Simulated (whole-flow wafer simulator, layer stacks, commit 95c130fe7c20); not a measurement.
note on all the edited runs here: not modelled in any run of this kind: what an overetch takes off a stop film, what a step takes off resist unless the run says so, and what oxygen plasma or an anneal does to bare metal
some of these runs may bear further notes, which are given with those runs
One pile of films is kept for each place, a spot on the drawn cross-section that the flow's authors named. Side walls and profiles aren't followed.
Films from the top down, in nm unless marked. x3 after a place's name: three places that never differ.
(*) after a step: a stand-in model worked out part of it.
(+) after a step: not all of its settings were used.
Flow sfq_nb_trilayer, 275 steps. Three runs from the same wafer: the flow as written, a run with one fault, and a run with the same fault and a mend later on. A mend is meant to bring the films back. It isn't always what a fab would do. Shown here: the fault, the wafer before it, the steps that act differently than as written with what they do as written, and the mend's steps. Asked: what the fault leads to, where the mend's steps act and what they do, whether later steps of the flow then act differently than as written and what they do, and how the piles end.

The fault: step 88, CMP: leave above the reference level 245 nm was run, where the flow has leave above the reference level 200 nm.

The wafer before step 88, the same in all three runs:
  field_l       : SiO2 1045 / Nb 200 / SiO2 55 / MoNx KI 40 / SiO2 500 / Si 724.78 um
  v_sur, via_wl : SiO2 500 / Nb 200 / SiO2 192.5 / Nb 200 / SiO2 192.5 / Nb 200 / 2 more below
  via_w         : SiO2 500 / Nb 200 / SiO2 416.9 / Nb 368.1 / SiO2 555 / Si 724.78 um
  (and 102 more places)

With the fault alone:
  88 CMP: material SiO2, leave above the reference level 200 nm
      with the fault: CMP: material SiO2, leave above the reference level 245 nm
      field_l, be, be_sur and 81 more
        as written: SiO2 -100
        with the fault: SiO2 -55
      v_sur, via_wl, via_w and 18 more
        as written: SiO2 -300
        with the fault: SiO2 -255
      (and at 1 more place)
  Later steps of the flow that act differently than as written (3 more steps differ only slightly, by at most 2% or 0.5 nm, whichever is larger, and aren't shown):
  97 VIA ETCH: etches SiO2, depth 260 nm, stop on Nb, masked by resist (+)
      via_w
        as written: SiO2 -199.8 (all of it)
        with the fault: SiO2 -244.8 (all of it)
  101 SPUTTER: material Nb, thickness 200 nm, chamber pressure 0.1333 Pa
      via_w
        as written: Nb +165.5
        with the fault: Nb +156
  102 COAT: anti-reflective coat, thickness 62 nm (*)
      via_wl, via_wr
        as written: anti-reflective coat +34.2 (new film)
        with the fault: anti-reflective coat +33 (new film)
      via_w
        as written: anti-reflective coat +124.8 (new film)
        with the fault: anti-reflective coat +134.5 (new film)
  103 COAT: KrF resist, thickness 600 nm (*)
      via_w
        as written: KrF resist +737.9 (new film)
        with the fault: KrF resist +775.3 (new film)
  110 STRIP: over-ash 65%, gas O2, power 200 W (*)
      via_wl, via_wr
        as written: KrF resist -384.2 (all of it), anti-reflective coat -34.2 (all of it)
        with the fault: KrF resist -379.6 (all of it), anti-reflective coat -33 (all of it)
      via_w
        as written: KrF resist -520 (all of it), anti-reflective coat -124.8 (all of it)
        with the fault: KrF resist -557.2 (all of it), anti-reflective coat -134.5 (all of it)
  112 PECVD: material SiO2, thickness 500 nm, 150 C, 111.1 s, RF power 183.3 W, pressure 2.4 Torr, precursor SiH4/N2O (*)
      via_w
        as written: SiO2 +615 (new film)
        with the fault: SiO2 +669.6 (new film)
  At the end the piles differ from the flow's by more than 2% or 0.5 nm, whichever is larger, at v_sur, via_wl, via_w and 78 more.
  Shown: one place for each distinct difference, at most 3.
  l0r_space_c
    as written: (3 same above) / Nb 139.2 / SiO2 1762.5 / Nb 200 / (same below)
    with the fault: (3 same above) / Nb 139.2 / SiO2 1807.5 / Nb 200 / (same below)
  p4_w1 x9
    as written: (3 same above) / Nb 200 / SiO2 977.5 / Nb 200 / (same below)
    with the fault: (3 same above) / Nb 200 / SiO2 1022.5 / Nb 200 / (same below)
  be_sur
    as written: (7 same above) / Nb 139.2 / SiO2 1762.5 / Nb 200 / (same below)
    with the fault: (7 same above) / Nb 139.2 / SiO2 1807.5 / Nb 200 / (same below)

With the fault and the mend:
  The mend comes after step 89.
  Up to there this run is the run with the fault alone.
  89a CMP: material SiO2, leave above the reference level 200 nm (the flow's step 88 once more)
      field_l, v_sur, via_wl and 103 more
        SiO2 -45
  No later step of the flow acts differently than as written at any place that is followed.
  At the end the piles are the same as the flow's at every place that both follow.
